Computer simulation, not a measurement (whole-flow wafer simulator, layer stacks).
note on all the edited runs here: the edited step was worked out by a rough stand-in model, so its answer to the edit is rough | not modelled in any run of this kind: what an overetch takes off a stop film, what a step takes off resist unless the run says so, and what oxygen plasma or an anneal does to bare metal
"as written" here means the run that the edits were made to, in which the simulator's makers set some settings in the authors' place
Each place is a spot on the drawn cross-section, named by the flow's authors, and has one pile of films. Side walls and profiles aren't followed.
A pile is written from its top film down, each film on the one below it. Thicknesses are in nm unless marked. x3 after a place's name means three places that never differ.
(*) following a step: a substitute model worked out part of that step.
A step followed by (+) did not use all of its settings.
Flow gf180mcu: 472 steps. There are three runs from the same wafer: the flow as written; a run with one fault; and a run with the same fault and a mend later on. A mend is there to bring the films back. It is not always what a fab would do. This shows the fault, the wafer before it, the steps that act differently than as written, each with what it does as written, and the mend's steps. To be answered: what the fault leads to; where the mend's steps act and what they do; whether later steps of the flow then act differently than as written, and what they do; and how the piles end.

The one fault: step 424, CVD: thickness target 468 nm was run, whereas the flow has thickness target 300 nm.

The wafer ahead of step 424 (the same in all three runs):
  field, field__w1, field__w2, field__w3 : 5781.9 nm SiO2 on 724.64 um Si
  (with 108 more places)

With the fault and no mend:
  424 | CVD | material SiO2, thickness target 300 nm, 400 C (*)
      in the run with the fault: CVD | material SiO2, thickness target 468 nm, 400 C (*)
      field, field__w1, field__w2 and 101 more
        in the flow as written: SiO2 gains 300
        in the run with the fault: SiO2 gains 468
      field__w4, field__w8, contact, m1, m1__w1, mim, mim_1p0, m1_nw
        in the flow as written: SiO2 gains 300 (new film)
        in the run with the fault: SiO2 gains 468 (new film)
  Steps later in the flow that act otherwise than as written (1 more step, not shown, differs only slightly: by at most 2% or 0.5 nm, whichever is larger):
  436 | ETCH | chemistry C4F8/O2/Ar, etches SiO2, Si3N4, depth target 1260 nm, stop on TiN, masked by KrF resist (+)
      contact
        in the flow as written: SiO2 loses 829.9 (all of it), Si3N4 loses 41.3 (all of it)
        in the run with the fault: SiO2 loses 997.9 (all of it), Si3N4 loses 41.3 (all of it)
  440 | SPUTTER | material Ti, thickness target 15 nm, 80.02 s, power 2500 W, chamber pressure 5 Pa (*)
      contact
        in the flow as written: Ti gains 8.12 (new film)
        in the run with the fault: Ti gains 7.38 (new film)
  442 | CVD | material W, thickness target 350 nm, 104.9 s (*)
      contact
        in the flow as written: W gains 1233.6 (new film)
        in the run with the fault: W gains 1402.8 (new film)
  At field, field__w1, field__w2 and 109 more, the piles at the end differ from the flow's by more than 2% or 0.5 nm, whichever is larger.
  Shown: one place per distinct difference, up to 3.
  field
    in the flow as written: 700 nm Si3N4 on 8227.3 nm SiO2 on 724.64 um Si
    in the run with the fault: 700 nm Si3N4 on 8395.3 nm SiO2 on 724.64 um Si
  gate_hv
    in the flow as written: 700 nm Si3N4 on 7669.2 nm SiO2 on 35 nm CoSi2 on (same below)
    in the run with the fault: 700 nm Si3N4 on 7837.2 nm SiO2 on 35 nm CoSi2 on (same below)
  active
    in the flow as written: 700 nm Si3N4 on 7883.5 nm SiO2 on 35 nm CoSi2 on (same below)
    in the run with the fault: 700 nm Si3N4 on 8051.5 nm SiO2 on 35 nm CoSi2 on (same below)

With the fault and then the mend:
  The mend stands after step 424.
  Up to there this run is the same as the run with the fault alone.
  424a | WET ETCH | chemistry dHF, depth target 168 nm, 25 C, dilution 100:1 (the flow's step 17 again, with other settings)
      field, field__w1, field__w2 and 109 more
        SiO2 loses 168
  None of the later steps of the flow acts differently than as written at any place that is followed.
  By the end, the piles equal the flow's at every place that both follow.
